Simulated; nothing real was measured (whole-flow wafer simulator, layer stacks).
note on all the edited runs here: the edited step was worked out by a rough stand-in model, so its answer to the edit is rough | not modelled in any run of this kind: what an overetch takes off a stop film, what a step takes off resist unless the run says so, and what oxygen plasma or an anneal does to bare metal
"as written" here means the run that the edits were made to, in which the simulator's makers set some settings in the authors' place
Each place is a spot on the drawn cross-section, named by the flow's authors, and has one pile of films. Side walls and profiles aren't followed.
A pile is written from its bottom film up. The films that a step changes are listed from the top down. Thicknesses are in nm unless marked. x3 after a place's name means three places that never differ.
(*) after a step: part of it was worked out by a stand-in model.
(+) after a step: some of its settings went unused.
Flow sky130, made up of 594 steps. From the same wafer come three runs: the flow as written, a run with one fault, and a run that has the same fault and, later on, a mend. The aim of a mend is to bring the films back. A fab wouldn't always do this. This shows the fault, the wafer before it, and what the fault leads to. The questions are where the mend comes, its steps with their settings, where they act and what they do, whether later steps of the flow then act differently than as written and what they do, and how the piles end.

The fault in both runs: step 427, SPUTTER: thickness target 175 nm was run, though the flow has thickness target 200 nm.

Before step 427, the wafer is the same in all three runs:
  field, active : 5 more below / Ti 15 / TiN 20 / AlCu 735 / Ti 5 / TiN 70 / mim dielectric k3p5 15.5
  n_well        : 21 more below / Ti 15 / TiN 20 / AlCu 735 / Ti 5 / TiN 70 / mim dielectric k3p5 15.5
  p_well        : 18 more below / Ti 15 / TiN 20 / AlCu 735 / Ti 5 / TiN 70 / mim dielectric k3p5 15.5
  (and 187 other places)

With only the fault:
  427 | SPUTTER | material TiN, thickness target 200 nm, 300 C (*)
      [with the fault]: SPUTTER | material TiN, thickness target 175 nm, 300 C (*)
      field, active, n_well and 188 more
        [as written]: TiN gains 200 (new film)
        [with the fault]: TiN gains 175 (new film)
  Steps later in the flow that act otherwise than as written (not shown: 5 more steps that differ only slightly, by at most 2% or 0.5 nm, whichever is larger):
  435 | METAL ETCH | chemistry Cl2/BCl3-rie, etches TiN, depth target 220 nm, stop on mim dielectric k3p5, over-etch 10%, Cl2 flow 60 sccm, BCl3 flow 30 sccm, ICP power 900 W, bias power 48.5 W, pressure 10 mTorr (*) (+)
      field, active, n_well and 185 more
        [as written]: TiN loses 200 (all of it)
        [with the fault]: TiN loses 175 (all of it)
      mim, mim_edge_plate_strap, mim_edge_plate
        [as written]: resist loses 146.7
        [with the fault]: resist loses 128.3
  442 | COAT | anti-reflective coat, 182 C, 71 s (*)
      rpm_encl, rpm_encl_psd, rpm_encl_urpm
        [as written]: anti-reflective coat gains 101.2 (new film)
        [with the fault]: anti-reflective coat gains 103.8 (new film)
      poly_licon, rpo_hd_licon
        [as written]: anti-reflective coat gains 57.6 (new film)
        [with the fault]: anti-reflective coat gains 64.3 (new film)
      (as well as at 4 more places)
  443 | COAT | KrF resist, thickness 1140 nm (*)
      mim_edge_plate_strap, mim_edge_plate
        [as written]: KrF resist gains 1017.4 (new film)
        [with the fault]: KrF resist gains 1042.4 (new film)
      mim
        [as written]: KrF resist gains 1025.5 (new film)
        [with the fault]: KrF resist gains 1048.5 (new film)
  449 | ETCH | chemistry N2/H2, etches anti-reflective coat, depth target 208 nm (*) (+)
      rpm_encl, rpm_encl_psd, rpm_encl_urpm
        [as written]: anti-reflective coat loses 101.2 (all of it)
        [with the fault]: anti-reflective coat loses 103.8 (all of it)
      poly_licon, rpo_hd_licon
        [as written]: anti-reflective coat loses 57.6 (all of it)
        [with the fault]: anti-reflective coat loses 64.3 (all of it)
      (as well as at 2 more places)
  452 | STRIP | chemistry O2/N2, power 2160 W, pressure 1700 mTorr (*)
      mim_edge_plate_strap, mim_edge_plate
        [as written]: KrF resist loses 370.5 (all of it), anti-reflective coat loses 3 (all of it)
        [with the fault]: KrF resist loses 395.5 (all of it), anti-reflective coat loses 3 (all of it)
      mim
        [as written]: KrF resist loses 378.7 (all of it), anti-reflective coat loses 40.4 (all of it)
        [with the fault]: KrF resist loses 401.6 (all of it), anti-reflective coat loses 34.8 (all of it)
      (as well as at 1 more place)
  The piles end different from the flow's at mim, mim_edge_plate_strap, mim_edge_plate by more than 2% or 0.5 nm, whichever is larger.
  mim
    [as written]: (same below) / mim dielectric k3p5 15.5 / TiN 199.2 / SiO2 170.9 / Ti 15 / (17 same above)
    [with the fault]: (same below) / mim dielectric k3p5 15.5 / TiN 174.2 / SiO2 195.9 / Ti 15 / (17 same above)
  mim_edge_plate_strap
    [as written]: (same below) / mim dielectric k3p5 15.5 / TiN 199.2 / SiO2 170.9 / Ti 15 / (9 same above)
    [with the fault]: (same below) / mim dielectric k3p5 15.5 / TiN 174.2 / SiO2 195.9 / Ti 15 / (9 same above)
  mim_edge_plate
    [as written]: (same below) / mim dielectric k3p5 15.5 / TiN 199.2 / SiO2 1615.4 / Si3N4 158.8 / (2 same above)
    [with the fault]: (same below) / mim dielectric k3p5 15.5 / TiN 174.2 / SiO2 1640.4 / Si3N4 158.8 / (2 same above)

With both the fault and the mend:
  The mend follows step 427.
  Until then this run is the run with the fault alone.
  427a | SPUTTER | material TiN, thickness target 25 nm, 300 C (*) (a further turn of the flow's step 427, with different settings)
      field, active, n_well and 188 more
        TiN gains 25
  Later steps of the flow that are run all act as written at every place that is followed.
  By the end, the piles equal the flow's at every place that both follow.
